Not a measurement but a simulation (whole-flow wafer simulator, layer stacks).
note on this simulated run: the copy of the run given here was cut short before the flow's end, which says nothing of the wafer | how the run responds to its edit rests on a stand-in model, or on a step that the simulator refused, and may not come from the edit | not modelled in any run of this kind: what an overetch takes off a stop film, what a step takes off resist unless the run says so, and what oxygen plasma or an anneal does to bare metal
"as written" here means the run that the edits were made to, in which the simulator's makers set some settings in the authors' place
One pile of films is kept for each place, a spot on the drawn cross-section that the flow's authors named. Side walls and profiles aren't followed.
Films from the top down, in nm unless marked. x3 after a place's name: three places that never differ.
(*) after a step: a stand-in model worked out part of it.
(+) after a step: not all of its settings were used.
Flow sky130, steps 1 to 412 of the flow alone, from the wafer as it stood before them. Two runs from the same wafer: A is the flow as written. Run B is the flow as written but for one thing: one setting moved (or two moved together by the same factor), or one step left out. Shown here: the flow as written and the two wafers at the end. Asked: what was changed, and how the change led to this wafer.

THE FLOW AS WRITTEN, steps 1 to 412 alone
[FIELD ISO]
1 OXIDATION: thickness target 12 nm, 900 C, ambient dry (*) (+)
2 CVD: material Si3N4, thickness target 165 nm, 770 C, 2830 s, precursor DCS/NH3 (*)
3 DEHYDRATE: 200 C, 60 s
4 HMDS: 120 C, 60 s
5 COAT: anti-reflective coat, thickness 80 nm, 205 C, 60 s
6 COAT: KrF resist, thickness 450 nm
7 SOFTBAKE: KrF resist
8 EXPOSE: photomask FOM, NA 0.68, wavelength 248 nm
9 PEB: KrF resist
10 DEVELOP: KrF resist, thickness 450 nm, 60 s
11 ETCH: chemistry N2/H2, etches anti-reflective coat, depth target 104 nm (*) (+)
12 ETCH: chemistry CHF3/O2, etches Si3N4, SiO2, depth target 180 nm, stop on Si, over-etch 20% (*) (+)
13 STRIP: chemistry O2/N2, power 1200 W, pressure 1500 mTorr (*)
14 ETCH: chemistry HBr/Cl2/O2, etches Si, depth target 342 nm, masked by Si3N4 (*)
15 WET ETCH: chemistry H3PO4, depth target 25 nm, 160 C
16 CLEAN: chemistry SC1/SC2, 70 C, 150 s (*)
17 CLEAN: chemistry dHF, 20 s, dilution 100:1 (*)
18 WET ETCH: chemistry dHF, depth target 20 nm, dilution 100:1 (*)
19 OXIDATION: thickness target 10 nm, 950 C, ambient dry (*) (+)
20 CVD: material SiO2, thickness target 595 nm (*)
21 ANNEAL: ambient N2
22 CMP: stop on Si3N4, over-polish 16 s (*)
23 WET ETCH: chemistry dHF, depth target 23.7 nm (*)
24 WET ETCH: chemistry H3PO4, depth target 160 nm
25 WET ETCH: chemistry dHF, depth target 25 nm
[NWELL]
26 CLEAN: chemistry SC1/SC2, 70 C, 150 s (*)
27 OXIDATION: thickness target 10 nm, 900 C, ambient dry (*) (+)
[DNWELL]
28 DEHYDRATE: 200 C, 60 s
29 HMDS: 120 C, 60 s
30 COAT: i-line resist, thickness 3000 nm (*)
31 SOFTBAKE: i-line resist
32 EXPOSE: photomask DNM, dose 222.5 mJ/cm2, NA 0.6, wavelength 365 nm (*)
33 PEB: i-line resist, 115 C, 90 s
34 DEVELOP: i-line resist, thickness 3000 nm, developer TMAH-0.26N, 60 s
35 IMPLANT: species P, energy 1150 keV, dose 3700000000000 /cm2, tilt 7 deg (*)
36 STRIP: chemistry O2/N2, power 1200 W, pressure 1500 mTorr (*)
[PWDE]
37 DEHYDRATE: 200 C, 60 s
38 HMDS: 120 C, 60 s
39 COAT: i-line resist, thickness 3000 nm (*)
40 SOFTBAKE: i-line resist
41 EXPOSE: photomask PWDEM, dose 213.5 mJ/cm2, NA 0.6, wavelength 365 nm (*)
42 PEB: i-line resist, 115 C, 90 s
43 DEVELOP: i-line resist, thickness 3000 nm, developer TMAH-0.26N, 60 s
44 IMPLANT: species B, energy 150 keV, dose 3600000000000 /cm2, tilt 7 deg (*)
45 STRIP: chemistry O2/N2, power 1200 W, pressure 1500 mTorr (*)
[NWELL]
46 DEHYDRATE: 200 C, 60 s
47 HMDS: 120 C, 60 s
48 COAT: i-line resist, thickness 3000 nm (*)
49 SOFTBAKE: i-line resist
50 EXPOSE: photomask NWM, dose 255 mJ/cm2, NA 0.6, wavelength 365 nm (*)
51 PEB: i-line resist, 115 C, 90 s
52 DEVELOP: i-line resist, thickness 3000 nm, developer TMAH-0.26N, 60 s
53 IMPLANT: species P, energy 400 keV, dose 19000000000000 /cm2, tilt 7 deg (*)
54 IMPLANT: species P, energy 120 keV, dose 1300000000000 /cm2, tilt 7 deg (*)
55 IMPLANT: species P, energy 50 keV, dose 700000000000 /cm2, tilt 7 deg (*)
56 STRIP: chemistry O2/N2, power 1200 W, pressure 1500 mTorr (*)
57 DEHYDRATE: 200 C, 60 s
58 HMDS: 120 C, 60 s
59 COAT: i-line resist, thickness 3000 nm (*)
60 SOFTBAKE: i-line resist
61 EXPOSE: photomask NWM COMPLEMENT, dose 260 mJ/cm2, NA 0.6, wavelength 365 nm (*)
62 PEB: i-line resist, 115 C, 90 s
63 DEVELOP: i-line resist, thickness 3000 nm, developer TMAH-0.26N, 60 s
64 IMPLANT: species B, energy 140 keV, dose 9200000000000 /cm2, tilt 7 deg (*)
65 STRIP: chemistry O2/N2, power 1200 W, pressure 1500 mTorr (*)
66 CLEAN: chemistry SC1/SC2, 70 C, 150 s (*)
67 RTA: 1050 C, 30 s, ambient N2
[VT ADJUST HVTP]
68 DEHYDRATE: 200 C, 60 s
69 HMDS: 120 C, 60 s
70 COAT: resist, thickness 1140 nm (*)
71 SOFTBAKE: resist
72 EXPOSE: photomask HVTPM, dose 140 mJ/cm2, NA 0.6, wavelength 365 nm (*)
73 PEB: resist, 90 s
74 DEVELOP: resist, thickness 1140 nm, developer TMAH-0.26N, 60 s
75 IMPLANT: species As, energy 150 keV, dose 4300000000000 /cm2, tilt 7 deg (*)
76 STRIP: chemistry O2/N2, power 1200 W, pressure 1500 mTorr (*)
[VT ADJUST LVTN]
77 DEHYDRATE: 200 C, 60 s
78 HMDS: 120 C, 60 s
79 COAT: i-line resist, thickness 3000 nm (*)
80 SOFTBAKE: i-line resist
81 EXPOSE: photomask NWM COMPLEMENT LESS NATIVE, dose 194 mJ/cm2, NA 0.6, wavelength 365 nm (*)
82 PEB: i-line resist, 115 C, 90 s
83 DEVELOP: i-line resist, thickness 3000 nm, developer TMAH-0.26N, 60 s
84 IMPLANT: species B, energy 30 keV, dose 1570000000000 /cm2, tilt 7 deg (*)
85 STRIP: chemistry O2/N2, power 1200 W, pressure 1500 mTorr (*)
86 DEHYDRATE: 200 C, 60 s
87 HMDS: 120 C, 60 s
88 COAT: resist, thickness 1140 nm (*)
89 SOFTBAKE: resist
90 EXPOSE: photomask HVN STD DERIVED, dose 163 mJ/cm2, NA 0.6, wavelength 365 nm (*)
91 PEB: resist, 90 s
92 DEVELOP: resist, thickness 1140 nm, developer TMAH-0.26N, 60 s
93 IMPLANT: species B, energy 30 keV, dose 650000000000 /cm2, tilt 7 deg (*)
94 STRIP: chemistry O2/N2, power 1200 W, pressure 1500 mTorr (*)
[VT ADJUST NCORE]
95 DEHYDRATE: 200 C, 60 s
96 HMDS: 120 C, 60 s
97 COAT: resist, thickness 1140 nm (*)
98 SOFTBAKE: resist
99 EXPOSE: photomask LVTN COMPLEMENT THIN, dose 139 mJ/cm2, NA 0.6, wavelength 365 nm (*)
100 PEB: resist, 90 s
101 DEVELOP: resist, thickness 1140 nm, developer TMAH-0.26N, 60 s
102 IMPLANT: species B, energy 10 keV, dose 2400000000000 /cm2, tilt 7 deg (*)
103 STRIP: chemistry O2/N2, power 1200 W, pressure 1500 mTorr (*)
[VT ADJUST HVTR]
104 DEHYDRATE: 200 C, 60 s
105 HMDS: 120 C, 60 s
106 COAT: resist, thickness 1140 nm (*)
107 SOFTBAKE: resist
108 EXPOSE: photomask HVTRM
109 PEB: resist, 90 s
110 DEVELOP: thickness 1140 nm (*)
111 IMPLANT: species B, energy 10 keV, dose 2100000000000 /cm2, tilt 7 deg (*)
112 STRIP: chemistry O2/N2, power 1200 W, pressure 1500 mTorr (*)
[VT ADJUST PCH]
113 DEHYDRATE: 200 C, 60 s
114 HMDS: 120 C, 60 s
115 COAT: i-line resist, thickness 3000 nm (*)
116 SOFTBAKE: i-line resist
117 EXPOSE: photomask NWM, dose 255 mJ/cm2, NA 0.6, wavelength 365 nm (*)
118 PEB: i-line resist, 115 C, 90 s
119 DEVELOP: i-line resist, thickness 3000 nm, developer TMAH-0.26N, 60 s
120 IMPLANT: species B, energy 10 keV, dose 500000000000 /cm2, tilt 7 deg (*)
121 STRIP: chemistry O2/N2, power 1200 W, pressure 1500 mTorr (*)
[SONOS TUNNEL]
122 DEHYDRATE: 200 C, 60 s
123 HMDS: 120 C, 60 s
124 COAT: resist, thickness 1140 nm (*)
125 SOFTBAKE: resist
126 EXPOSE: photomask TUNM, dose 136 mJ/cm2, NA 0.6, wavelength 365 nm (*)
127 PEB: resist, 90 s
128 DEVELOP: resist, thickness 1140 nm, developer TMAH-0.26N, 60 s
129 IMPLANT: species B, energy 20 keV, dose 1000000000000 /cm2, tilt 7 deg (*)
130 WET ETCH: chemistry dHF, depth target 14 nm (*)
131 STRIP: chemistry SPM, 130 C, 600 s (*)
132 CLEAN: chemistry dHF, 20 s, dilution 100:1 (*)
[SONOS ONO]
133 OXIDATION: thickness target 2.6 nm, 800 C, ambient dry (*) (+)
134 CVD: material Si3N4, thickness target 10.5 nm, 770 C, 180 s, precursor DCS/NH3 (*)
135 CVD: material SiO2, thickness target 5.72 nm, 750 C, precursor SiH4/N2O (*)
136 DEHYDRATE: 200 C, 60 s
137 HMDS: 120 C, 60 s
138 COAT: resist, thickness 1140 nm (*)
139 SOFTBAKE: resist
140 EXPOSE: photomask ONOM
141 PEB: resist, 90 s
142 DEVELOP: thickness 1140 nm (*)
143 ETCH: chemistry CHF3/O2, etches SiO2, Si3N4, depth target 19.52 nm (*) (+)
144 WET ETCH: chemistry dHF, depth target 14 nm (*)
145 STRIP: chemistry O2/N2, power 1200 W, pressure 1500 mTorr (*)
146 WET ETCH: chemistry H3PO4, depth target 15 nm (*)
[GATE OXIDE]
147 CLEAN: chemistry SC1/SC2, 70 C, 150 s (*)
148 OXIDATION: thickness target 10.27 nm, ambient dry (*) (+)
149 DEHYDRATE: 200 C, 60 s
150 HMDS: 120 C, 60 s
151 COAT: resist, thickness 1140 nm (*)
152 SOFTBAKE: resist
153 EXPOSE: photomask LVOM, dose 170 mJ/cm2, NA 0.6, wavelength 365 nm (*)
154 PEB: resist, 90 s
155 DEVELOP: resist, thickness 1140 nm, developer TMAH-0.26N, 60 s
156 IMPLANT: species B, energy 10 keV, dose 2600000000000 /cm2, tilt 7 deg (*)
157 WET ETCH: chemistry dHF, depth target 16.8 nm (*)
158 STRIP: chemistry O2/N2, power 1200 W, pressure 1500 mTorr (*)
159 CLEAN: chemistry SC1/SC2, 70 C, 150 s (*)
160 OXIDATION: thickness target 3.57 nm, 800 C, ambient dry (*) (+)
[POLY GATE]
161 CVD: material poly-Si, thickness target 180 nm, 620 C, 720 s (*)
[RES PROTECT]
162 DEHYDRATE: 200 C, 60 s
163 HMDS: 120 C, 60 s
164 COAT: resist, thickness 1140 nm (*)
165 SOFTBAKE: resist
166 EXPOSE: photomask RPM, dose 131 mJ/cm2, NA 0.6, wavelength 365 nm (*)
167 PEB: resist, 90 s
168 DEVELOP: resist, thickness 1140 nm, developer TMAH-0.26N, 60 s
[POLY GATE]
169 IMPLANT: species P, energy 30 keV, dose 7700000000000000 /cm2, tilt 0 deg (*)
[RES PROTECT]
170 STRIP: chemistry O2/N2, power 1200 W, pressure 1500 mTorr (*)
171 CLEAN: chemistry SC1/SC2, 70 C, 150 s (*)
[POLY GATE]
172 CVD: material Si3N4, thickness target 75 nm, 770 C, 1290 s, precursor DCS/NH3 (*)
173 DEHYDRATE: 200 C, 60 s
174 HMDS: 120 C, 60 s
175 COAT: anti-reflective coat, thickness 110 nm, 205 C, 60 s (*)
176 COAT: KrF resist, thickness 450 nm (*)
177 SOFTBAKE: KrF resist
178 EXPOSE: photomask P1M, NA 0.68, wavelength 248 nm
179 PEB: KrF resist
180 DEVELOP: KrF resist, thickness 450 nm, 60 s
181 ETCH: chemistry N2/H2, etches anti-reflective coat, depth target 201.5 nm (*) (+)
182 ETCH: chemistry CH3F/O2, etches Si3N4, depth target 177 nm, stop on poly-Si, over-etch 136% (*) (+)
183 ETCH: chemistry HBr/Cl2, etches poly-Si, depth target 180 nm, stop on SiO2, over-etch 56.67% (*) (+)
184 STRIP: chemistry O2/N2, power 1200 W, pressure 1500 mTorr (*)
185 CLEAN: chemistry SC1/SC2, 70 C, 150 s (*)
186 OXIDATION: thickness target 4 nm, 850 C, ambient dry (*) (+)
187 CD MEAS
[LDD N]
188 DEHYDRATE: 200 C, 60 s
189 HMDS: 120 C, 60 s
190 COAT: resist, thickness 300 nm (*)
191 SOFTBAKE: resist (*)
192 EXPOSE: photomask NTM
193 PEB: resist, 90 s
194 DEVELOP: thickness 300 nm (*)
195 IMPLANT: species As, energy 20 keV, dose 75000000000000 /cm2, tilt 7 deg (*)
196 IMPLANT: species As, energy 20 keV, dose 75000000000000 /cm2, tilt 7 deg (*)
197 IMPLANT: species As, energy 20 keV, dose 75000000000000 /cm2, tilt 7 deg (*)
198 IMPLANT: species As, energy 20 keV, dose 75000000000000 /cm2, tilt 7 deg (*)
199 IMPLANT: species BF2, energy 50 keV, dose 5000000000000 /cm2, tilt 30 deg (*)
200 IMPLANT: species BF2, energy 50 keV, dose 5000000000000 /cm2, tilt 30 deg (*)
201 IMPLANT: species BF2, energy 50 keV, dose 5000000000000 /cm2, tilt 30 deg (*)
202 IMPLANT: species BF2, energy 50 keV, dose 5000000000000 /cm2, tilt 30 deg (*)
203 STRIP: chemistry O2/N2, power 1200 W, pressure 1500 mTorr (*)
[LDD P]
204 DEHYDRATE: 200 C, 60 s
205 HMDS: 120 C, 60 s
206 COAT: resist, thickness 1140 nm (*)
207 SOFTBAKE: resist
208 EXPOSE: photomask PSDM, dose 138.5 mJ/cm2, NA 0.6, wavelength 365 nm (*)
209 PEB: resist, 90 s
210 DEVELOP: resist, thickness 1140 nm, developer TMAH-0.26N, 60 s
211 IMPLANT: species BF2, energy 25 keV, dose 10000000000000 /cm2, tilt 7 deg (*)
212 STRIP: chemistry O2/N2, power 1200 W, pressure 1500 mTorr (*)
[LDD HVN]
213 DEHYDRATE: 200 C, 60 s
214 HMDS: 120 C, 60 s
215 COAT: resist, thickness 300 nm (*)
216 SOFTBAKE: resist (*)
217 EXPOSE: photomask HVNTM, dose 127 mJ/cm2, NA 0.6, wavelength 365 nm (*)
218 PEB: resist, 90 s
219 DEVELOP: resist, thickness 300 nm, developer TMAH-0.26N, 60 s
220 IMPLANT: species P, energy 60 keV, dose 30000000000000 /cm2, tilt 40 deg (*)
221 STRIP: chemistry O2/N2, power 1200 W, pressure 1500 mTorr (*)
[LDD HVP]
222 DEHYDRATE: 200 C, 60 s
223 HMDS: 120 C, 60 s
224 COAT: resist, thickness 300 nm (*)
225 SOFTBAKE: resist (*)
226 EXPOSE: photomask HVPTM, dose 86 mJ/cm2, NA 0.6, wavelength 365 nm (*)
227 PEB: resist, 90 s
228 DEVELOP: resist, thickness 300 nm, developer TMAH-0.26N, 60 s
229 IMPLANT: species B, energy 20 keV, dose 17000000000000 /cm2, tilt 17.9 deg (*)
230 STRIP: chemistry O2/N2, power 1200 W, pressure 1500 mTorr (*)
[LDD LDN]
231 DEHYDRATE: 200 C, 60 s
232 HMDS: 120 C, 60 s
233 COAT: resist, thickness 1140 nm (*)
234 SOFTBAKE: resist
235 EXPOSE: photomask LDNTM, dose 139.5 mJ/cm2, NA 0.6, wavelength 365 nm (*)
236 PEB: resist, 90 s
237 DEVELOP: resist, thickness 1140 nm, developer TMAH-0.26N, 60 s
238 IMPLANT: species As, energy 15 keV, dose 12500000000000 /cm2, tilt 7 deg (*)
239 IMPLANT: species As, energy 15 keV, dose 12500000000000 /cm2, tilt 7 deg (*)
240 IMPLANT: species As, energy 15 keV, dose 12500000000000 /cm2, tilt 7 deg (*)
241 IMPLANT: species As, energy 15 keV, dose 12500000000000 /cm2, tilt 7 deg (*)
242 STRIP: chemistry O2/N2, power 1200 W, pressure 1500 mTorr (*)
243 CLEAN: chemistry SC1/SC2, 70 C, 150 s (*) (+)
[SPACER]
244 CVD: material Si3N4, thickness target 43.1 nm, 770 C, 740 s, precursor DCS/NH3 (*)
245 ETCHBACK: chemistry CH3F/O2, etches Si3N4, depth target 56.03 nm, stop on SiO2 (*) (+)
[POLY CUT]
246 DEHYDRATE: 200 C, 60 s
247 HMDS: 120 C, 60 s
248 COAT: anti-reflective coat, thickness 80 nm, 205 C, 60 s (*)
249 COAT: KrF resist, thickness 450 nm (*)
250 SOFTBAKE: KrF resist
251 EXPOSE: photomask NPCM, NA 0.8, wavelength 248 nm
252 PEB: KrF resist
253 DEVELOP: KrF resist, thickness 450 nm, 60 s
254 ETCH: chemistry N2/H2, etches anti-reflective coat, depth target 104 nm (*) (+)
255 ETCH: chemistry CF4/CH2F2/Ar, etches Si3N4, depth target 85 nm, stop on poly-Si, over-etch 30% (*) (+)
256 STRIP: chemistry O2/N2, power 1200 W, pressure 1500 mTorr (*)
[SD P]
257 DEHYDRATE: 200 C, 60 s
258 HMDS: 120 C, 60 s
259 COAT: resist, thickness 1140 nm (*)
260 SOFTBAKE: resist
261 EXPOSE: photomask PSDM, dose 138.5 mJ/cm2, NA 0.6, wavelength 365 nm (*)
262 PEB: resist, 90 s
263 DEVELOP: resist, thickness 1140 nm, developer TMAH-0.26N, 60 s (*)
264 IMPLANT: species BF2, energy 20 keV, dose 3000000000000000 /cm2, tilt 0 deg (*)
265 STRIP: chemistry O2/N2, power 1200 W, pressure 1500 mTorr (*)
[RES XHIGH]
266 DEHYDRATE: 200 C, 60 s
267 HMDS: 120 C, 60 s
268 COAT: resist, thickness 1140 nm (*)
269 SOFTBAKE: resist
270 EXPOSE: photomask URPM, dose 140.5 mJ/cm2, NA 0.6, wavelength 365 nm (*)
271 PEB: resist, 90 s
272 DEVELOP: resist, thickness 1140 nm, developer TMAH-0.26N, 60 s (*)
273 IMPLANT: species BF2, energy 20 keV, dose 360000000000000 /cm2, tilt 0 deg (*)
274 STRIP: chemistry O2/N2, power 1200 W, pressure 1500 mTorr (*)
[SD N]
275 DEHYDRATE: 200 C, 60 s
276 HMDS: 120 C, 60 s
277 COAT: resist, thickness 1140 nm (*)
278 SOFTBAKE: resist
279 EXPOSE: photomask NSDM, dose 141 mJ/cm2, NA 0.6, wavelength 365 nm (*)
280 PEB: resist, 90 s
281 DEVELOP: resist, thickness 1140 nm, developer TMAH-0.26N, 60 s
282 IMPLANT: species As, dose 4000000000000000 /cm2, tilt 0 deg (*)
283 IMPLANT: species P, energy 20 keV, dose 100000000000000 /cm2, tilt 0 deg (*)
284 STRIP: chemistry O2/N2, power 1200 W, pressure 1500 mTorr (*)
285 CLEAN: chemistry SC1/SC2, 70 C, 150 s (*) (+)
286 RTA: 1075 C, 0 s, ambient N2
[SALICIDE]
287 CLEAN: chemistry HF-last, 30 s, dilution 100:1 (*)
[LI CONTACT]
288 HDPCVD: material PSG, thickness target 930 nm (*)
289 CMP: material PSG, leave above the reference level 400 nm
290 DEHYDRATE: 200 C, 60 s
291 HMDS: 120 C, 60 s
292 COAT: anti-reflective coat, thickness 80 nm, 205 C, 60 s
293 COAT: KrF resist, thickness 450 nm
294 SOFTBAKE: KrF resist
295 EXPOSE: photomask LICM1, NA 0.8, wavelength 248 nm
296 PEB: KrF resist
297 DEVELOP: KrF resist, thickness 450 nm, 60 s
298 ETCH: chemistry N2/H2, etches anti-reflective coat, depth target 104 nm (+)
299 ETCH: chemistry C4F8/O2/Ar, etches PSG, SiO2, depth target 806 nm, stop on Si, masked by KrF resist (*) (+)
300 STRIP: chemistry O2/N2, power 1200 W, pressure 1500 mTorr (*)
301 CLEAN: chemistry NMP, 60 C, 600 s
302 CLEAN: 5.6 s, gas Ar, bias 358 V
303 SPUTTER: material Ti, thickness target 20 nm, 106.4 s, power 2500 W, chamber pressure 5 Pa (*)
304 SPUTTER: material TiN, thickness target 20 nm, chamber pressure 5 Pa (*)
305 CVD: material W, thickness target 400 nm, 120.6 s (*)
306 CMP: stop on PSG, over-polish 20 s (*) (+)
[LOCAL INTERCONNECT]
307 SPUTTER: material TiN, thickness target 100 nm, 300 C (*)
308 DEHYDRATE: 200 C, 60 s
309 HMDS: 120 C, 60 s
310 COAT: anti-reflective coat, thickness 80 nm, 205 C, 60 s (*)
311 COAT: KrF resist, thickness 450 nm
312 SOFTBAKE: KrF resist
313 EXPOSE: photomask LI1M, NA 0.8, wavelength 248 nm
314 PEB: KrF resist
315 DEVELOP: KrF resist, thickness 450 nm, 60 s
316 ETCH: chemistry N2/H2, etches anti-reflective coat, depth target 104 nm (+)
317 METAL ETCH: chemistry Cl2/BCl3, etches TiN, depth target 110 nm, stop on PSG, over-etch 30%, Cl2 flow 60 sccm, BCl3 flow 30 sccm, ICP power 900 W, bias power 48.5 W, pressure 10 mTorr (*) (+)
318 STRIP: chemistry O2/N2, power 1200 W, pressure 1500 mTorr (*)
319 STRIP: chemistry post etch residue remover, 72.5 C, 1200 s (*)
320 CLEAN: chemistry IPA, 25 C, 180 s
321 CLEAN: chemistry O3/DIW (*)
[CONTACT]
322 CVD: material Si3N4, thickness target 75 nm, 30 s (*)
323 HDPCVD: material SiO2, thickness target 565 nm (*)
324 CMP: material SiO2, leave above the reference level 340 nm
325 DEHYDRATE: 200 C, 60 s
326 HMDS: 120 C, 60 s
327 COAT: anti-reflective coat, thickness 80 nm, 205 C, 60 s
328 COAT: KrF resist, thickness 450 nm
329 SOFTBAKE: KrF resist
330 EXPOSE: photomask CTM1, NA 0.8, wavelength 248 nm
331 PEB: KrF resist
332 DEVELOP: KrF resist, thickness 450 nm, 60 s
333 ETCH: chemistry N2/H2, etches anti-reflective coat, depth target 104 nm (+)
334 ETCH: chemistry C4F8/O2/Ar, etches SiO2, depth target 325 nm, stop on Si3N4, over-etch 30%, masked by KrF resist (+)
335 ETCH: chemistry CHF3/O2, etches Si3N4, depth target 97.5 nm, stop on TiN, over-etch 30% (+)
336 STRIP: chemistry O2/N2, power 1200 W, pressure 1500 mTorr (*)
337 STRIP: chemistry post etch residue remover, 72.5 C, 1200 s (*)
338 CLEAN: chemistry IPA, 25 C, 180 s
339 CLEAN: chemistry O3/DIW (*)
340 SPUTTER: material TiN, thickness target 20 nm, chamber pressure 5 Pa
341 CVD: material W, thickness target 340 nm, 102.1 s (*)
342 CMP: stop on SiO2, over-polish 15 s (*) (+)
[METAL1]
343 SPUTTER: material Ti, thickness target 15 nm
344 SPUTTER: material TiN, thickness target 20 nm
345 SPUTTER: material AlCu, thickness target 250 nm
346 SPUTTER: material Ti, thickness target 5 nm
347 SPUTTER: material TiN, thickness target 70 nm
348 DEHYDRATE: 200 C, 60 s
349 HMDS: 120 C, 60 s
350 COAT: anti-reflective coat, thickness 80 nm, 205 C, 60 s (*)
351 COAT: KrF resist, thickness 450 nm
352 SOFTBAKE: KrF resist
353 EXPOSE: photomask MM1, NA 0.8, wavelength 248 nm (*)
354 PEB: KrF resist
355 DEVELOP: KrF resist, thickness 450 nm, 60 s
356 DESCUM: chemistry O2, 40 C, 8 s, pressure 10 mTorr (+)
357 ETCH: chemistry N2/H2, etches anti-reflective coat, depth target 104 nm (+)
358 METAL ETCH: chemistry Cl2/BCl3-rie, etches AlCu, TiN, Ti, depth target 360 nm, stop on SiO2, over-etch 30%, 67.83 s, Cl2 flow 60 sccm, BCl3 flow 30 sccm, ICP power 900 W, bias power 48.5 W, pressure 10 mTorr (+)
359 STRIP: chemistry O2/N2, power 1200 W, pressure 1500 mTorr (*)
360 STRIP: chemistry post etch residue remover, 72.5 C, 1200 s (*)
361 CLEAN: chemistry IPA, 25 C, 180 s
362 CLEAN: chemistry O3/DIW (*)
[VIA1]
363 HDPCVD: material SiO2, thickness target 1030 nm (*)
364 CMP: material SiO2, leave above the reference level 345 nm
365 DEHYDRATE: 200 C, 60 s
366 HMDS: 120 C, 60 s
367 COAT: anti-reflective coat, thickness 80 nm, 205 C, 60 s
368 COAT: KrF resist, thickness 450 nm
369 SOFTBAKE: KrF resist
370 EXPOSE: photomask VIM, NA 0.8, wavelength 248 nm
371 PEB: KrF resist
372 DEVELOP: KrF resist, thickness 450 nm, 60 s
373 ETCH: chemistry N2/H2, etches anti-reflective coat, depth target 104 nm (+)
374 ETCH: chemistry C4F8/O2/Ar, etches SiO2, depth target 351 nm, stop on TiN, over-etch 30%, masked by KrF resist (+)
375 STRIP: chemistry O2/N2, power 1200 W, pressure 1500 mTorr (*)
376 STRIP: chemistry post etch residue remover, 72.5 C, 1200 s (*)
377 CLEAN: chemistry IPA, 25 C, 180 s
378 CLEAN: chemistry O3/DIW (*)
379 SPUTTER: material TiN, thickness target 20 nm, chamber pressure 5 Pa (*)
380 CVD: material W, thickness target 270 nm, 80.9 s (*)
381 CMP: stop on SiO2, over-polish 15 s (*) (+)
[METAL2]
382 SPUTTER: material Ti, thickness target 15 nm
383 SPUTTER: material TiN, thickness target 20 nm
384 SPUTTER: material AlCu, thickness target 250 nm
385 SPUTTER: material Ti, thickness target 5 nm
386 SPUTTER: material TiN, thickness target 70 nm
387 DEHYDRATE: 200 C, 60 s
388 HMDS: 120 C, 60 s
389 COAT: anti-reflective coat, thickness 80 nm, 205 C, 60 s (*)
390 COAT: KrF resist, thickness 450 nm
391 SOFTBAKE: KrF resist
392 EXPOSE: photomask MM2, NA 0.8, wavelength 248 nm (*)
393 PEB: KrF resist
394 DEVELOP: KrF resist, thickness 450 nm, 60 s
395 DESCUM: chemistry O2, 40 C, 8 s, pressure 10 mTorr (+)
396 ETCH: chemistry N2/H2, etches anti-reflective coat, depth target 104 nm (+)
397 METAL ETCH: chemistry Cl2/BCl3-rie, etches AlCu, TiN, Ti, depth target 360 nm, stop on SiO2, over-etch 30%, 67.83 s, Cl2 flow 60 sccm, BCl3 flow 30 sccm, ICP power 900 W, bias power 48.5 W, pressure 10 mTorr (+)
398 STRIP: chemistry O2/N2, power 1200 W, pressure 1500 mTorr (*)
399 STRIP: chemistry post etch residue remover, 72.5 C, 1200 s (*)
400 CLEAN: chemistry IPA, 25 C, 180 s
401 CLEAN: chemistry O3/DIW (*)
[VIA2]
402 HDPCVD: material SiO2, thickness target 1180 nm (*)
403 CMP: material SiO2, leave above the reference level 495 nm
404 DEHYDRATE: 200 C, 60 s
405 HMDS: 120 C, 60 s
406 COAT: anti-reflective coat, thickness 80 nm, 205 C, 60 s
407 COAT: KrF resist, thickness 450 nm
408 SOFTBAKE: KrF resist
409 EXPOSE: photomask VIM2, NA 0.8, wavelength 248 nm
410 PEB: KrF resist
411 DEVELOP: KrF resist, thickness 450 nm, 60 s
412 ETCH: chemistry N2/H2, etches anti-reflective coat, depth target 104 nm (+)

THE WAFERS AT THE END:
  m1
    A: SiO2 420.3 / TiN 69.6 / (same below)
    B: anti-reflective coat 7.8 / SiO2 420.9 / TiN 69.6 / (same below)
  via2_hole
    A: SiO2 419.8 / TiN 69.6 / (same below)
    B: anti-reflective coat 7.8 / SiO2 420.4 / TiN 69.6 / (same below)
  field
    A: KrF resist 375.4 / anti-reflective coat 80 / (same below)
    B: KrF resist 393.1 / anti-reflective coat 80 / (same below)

The cause: step 412, ETCH: depth target 72.2 nm was run, where the flow has depth target 104 nm.

How the change led to this, step by step:
  412 ETCH: chemistry N2/H2, etches anti-reflective coat, depth target 104 nm (+)
      m1, via2_hole: A anti-reflective coat -80 (all of it), SiO2 -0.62 | B anti-reflective coat -72.2
      field, active, n_well and 186 more: A KrF resist -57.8 | B KrF resist -40.1
